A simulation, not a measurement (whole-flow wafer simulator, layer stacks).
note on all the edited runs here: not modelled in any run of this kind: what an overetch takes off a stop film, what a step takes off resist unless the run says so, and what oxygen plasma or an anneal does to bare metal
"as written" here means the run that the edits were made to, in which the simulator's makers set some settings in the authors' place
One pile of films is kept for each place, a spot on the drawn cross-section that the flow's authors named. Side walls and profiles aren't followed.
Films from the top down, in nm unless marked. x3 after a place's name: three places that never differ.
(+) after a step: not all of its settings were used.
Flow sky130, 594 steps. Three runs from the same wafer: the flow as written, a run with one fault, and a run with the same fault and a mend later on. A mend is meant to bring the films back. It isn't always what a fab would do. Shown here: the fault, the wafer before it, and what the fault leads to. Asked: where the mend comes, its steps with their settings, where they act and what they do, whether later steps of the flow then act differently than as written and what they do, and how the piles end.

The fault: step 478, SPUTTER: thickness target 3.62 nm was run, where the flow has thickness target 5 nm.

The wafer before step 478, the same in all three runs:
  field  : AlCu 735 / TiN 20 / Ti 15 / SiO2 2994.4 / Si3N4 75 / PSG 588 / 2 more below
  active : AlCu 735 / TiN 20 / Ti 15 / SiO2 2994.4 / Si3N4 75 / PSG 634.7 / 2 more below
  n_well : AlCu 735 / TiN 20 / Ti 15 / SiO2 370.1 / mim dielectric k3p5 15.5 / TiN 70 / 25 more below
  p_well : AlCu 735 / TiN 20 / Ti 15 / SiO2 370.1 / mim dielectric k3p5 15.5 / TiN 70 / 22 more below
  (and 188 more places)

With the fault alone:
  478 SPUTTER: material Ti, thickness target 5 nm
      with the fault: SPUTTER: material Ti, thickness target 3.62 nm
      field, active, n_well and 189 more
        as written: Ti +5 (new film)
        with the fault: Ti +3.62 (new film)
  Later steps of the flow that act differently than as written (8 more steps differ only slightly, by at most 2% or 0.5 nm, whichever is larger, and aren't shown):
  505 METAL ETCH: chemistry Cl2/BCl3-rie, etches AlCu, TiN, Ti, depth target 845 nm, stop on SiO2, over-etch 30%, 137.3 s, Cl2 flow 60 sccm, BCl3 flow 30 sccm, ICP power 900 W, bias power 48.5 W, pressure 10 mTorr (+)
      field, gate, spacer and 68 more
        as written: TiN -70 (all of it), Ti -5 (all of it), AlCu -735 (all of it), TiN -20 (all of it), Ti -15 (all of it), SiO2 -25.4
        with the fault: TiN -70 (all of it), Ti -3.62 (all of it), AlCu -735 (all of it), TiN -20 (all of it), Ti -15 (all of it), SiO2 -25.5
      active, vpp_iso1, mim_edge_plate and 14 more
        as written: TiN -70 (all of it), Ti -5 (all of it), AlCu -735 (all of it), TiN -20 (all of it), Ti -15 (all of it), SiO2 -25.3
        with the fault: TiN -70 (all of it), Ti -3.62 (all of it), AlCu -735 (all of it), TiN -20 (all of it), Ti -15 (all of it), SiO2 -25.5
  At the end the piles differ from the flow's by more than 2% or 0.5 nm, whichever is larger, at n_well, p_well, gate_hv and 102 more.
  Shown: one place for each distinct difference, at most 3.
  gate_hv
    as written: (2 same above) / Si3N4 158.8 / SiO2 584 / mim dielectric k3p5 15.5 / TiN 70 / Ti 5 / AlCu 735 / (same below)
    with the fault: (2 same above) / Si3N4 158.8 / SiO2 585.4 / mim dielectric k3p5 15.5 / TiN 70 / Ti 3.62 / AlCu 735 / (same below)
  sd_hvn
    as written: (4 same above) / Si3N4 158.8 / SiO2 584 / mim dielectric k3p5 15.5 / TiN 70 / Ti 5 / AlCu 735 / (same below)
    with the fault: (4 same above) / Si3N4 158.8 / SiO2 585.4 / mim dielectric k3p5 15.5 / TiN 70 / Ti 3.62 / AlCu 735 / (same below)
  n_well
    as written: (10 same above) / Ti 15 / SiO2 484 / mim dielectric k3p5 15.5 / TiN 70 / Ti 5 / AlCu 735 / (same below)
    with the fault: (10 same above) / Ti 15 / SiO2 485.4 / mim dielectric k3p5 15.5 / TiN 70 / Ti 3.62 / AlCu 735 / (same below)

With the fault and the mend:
  The mend comes after step 478.
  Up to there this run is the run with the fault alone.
  478a SPUTTER: material Ti, thickness target 1.38 nm (the flow's step 478 once more, with other settings)
      field, active, n_well and 189 more
        Ti +1.38
  No later step of the flow acts differently than as written at any place that is followed.
  At the end the piles are the same as the flow's at every place that both follow.
